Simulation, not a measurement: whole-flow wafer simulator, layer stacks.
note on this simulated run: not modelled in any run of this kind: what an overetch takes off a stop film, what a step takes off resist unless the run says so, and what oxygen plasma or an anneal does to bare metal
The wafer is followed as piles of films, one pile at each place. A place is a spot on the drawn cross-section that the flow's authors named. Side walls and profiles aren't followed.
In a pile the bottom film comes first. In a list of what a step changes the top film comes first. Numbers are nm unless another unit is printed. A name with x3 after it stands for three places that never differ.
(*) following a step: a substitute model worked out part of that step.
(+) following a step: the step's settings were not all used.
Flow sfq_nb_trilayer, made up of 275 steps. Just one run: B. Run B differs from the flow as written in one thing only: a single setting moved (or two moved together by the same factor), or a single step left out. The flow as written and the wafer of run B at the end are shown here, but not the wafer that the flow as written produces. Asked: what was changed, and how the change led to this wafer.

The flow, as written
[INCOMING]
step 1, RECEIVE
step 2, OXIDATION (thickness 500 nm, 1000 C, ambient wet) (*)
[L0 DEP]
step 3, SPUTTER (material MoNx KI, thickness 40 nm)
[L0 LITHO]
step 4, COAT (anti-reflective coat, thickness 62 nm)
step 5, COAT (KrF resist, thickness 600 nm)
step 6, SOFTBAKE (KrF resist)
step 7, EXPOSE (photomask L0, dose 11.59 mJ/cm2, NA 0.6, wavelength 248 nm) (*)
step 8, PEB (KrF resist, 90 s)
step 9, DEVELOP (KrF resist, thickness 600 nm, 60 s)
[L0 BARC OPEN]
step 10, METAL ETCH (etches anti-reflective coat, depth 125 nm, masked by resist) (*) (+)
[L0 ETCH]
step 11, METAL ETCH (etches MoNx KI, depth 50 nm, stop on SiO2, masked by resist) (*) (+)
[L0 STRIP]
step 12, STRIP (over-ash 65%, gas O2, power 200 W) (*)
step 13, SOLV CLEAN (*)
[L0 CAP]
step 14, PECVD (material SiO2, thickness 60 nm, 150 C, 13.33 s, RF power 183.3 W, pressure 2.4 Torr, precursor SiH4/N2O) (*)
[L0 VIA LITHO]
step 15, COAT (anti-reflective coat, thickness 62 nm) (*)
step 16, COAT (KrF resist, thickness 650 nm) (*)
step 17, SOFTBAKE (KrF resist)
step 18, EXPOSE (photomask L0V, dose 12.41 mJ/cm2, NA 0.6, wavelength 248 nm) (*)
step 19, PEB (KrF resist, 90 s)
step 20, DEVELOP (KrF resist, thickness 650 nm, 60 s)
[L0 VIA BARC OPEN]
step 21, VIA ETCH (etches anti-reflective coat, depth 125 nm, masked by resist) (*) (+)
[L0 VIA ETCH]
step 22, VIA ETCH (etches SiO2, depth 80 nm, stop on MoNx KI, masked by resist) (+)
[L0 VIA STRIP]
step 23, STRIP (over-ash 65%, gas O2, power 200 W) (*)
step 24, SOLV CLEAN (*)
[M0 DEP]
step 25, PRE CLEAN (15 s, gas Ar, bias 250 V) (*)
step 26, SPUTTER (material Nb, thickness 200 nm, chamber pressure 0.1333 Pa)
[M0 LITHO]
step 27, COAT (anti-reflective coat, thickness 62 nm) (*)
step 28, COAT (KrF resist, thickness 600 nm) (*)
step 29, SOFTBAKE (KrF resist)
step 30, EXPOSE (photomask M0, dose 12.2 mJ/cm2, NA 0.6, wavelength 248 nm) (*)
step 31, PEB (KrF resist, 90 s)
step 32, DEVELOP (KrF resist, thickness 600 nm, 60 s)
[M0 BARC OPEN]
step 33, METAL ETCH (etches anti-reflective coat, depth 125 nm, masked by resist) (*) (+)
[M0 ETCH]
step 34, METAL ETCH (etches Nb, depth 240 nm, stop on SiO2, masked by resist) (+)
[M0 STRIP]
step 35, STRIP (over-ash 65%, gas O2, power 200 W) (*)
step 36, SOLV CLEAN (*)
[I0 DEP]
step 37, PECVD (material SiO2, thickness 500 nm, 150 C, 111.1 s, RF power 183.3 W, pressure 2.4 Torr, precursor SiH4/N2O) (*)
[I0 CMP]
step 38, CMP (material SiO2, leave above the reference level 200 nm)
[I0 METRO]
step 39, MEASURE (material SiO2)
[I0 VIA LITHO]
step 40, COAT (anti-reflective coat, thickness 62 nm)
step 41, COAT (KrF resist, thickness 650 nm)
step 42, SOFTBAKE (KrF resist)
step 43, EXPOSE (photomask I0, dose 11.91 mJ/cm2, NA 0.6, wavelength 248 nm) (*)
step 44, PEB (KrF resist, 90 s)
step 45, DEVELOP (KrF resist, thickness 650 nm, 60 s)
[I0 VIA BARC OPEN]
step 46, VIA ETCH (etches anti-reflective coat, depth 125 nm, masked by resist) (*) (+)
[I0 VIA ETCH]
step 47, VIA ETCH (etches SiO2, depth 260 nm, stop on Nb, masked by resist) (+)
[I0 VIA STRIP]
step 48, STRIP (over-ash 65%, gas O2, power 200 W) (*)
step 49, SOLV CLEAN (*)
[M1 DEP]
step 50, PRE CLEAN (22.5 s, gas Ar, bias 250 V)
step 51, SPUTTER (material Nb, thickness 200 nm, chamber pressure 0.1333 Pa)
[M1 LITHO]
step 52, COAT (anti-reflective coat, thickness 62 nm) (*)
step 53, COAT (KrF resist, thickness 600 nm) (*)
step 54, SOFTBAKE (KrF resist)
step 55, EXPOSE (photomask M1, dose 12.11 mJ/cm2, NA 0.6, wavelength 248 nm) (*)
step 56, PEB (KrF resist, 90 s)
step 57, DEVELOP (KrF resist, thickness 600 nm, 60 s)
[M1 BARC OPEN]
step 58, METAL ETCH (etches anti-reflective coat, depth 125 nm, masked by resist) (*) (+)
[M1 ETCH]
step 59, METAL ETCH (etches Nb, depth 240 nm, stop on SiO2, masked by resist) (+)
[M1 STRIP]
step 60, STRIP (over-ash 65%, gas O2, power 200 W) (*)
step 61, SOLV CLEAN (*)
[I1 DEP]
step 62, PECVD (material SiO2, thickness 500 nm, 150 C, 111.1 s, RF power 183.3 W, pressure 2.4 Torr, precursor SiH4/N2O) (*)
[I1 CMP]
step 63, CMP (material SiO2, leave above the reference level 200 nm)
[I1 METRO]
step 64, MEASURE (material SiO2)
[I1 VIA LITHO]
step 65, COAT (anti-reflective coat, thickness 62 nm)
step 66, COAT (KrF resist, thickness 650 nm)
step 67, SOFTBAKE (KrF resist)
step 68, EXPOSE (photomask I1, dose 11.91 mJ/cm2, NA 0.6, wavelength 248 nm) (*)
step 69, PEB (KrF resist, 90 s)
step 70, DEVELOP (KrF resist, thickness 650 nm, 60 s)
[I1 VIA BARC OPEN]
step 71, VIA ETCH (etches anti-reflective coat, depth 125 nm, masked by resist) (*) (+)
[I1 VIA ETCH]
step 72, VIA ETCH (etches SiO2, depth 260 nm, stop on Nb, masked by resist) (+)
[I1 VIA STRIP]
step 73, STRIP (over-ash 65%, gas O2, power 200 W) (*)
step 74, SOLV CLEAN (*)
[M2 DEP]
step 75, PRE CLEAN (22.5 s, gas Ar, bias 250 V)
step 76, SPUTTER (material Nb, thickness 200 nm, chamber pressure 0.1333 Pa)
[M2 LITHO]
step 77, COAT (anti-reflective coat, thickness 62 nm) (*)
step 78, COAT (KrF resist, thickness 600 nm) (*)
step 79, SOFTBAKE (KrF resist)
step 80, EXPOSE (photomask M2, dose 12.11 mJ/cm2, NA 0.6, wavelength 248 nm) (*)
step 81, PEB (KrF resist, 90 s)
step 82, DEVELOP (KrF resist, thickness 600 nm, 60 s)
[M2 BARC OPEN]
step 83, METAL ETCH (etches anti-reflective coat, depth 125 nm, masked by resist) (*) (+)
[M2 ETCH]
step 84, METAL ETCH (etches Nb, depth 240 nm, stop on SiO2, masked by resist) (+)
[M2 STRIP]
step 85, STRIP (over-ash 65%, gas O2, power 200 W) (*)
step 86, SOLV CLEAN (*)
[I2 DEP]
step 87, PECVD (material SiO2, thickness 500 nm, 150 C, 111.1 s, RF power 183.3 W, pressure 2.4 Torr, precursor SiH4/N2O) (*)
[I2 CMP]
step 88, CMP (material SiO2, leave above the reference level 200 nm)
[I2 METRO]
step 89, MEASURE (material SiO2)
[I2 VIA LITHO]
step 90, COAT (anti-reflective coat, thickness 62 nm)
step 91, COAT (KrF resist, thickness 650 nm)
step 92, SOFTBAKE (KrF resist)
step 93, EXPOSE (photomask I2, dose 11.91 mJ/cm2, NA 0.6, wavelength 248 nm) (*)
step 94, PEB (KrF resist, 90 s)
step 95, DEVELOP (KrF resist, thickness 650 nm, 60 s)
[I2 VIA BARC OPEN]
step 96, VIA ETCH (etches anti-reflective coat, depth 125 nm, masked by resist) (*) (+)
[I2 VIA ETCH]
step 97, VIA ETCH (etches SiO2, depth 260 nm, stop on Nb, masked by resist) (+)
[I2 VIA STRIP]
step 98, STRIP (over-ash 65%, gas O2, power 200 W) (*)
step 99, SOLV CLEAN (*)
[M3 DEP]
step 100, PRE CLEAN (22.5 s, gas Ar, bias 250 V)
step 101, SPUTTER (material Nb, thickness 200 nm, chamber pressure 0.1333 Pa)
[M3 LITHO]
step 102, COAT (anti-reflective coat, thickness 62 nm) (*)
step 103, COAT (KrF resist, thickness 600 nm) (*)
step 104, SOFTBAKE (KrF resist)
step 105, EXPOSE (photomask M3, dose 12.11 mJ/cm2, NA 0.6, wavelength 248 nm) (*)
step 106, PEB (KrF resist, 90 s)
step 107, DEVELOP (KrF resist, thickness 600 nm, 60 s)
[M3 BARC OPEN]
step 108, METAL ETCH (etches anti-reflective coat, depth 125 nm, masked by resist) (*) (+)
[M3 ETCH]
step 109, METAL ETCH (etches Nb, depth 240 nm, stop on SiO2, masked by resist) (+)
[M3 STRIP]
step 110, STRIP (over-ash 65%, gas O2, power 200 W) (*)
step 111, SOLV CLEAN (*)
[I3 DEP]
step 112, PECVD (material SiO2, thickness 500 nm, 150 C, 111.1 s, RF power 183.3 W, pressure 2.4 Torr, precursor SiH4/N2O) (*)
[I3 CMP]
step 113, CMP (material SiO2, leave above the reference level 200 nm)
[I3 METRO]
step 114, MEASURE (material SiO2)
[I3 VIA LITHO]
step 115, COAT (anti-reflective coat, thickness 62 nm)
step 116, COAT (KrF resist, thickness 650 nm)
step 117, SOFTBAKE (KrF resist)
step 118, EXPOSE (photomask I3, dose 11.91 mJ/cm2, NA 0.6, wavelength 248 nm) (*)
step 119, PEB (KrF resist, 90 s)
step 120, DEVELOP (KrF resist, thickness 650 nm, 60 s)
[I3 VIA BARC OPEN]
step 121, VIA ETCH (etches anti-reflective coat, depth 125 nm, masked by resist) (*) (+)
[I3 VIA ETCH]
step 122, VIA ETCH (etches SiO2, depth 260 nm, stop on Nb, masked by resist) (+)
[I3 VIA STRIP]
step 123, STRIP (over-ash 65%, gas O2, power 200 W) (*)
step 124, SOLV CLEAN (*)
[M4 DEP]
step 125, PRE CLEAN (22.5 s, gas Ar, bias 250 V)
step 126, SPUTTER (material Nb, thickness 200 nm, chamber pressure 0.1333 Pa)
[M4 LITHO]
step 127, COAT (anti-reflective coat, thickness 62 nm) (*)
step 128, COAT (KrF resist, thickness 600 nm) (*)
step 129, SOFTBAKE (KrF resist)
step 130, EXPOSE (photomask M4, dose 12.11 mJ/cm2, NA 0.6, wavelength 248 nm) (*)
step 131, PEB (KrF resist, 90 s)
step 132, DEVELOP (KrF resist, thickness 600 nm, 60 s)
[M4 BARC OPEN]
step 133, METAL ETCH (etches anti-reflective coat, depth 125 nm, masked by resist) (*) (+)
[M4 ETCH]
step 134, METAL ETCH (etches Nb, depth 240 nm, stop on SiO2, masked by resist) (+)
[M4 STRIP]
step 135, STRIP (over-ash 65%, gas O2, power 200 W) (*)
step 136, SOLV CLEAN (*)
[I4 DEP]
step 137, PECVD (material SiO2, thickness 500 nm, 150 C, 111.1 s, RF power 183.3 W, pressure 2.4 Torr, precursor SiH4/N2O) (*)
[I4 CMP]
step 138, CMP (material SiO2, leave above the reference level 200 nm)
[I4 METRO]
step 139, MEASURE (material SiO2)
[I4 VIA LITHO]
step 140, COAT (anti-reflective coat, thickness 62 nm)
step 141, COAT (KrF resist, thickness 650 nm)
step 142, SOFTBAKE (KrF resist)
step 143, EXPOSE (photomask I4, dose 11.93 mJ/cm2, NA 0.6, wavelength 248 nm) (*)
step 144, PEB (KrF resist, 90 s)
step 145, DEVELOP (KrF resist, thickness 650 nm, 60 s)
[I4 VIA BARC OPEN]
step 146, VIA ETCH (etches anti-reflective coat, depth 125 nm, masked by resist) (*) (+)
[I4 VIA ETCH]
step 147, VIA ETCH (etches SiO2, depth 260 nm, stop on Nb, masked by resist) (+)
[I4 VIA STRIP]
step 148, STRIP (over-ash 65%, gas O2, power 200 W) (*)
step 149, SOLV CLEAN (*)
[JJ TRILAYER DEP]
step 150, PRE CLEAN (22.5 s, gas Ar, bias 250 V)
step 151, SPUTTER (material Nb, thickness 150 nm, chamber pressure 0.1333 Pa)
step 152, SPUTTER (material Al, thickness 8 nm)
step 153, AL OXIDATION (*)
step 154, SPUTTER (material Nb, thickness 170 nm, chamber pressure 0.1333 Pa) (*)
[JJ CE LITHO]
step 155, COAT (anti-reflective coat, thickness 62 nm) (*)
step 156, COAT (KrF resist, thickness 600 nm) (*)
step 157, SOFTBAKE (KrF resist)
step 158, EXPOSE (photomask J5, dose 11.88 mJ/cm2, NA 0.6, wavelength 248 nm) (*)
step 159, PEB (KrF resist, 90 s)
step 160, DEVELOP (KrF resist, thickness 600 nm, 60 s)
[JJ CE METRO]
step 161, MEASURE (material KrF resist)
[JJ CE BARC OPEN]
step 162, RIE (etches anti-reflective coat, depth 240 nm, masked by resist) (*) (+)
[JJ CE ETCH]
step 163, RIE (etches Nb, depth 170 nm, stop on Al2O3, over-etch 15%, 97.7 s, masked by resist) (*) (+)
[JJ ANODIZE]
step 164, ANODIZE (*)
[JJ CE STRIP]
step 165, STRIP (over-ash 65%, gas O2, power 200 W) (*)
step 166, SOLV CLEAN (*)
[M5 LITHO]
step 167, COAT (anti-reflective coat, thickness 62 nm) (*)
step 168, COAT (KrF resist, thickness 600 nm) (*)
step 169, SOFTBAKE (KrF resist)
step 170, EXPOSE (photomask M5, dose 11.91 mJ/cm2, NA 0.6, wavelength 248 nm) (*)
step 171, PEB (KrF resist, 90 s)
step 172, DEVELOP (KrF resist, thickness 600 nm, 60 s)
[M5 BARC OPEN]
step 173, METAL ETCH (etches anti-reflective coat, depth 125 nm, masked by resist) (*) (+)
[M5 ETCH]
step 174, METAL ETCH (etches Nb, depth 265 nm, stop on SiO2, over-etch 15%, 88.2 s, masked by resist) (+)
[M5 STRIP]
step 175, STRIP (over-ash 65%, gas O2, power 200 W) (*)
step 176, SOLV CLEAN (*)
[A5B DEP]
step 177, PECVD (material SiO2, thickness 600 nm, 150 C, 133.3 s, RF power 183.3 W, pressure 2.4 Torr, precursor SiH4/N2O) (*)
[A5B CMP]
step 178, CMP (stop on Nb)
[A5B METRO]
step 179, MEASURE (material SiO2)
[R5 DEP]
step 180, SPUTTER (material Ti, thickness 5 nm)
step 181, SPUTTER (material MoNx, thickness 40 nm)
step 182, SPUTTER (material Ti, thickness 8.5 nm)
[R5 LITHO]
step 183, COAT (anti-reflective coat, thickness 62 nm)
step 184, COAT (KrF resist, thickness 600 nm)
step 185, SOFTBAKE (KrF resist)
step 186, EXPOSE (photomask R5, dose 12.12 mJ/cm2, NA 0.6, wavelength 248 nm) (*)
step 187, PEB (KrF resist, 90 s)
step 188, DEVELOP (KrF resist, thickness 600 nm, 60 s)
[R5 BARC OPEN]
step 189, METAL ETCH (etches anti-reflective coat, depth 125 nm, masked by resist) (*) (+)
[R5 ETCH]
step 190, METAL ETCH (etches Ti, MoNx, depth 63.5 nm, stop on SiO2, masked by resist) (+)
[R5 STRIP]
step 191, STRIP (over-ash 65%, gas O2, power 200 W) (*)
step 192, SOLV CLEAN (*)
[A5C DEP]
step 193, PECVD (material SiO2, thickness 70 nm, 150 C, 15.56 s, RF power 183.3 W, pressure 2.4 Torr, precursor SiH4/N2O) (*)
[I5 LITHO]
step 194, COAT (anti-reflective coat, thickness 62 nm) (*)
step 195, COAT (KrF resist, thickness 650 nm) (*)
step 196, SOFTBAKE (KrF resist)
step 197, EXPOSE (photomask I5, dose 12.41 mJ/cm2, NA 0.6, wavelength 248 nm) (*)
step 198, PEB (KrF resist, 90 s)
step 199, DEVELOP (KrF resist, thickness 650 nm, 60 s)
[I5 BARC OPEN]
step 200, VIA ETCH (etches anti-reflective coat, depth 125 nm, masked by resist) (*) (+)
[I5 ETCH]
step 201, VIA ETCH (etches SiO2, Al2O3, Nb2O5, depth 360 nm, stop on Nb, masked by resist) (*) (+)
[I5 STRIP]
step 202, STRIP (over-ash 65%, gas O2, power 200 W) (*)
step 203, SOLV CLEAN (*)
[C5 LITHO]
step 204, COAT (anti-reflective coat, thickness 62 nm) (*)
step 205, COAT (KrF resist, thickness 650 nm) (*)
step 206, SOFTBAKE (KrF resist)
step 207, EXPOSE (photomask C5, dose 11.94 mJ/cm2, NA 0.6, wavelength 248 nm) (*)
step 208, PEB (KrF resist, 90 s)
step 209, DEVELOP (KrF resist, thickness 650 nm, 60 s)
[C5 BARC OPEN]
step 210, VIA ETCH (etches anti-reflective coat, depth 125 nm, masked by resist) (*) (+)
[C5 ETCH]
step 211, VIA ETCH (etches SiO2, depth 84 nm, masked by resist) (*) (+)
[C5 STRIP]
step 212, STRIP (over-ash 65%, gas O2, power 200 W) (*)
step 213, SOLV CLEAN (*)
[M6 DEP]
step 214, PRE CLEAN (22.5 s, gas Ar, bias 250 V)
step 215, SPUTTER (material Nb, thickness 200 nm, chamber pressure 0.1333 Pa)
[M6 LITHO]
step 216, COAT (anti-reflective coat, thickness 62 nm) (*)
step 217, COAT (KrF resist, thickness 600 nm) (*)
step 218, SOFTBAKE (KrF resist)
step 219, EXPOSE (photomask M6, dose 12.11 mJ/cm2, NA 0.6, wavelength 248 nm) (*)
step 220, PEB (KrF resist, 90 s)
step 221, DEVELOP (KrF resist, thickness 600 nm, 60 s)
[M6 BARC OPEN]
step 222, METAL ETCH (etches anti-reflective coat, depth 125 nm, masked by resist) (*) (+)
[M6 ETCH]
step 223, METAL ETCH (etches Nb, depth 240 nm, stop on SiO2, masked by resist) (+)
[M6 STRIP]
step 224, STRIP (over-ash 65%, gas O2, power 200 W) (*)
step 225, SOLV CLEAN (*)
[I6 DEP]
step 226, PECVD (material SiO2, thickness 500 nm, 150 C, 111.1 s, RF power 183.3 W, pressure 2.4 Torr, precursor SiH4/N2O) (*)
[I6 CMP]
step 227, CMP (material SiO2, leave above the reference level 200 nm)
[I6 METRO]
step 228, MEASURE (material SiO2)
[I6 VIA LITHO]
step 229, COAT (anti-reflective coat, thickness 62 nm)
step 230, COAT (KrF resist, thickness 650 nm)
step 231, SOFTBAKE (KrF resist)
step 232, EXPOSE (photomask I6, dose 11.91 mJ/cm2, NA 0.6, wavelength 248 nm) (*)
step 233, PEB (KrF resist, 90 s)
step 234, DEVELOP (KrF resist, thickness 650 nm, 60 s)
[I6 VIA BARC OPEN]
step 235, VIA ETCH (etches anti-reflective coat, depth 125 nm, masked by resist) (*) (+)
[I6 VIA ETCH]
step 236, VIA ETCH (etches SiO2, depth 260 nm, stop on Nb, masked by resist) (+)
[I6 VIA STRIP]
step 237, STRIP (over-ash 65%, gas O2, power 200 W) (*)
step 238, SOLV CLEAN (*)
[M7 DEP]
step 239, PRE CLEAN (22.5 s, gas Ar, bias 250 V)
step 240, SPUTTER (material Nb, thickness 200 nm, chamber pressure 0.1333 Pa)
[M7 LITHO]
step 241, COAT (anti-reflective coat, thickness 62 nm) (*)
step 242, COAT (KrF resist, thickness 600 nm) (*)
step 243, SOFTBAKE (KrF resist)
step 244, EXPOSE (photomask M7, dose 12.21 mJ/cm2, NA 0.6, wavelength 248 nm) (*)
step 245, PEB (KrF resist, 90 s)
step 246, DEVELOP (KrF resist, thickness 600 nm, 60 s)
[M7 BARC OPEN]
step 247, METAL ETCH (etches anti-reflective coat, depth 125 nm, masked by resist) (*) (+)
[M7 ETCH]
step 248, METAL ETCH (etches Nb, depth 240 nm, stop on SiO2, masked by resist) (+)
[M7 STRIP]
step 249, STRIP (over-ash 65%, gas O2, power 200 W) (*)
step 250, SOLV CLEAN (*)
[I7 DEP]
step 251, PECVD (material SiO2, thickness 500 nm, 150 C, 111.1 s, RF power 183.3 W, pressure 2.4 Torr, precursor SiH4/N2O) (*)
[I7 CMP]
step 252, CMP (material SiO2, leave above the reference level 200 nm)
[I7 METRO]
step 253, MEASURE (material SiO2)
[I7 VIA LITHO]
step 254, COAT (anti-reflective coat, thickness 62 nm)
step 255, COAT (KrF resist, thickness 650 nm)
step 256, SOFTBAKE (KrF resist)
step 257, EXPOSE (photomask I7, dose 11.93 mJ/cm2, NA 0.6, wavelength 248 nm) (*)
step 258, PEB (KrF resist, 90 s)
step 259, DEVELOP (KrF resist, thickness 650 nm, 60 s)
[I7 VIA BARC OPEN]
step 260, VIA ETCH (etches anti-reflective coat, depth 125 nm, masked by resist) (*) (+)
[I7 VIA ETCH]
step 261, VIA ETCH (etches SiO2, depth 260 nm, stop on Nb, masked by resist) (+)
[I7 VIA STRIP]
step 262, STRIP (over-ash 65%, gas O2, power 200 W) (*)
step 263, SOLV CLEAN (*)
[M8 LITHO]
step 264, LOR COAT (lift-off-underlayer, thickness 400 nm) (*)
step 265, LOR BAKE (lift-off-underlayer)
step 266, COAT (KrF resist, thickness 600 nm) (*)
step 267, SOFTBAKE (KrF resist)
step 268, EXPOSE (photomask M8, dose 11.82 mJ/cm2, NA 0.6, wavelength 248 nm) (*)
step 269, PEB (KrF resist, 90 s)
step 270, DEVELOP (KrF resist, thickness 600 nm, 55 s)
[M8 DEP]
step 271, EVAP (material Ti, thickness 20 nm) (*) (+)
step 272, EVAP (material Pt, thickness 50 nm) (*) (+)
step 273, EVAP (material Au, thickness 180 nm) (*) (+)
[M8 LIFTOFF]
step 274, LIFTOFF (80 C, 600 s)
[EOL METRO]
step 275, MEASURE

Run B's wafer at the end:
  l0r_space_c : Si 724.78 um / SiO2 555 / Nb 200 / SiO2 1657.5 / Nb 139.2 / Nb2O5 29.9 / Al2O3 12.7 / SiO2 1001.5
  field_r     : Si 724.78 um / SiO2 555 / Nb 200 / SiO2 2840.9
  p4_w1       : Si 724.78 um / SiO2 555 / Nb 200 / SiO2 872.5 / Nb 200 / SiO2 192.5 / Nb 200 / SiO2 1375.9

What caused this: step 51, SPUTTER: thickness 95 nm was run, whereas the flow has thickness 200 nm.

How this came from the change, step by step:
  step 51, SPUTTER (material Nb, thickness 200 nm, chamber pressure 0.1333 Pa)
      field_l, v_sur, via_wl and 102 more: Nb gains 95 (new film) (in the flow as written it would be: Nb gains 200 (new film))
      via_w: Nb gains 83.7 (in the flow as written it would be: Nb gains 174.5)
  step 52, COAT (anti-reflective coat, thickness 62 nm) (*)
      via_wl: anti-reflective coat gains 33 (new film) (in the flow as written it would be: anti-reflective coat gains 33.8 (new film))
      via_w: anti-reflective coat gains 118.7 (new film) (in the flow as written it would be: anti-reflective coat gains 123.1 (new film))
      (and at 1 other place as well)
  step 59, METAL ETCH (etches Nb, depth 240 nm, stop on SiO2, masked by resist) (+)
      field_l, be, be_sur and 79 more: Nb loses 95 (all of it) (in the flow as written it would be: Nb loses 200 (all of it))
      v_sur, via_wl, via_w and 21 more: KrF resist loses 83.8 (in the flow as written it would be: KrF resist loses 141.2)
  step 60, STRIP (over-ash 65%, gas O2, power 200 W) (*)
      wl_j_sl, wl_jj, wl_j_sr and 13 more: KrF resist loses 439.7 (all of it), anti-reflective coat loses 62 (all of it) (in the flow as written it would be: KrF resist loses 382.4 (all of it), anti-reflective coat loses 62 (all of it))
      v_sur: KrF resist loses 424.1 (all of it), anti-reflective coat loses 60.9 (all of it) (in the flow as written it would be: KrF resist loses 365.9 (all of it), anti-reflective coat loses 61.1 (all of it))
      (and at 7 other places as well)
  step 62, PECVD (material SiO2, thickness 500 nm, 150 C, 111.1 s, RF power 183.3 W, pressure 2.4 Torr, precursor SiH4/N2O) (*)
      wl_d_sl, wl_d_sr: SiO2 gains 500 (in the flow as written it would be: SiO2 gains 557.1)
      via_w: SiO2 gains 580.3 (new film) (in the flow as written it would be: SiO2 gains 606 (new film))
  step 63, CMP (material SiO2, leave above the reference level 200 nm)
      field_l, be, be_sur and 72 more: SiO2 loses 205 (in the flow as written it would be: SiO2 loses 100)
      lsp_m, ln_m6, lsp_r, l0_sur, l0v: SiO2 loses 205 (in the flow as written it would be: SiO2 loses 94.9)
      (and at 3 other places as well)
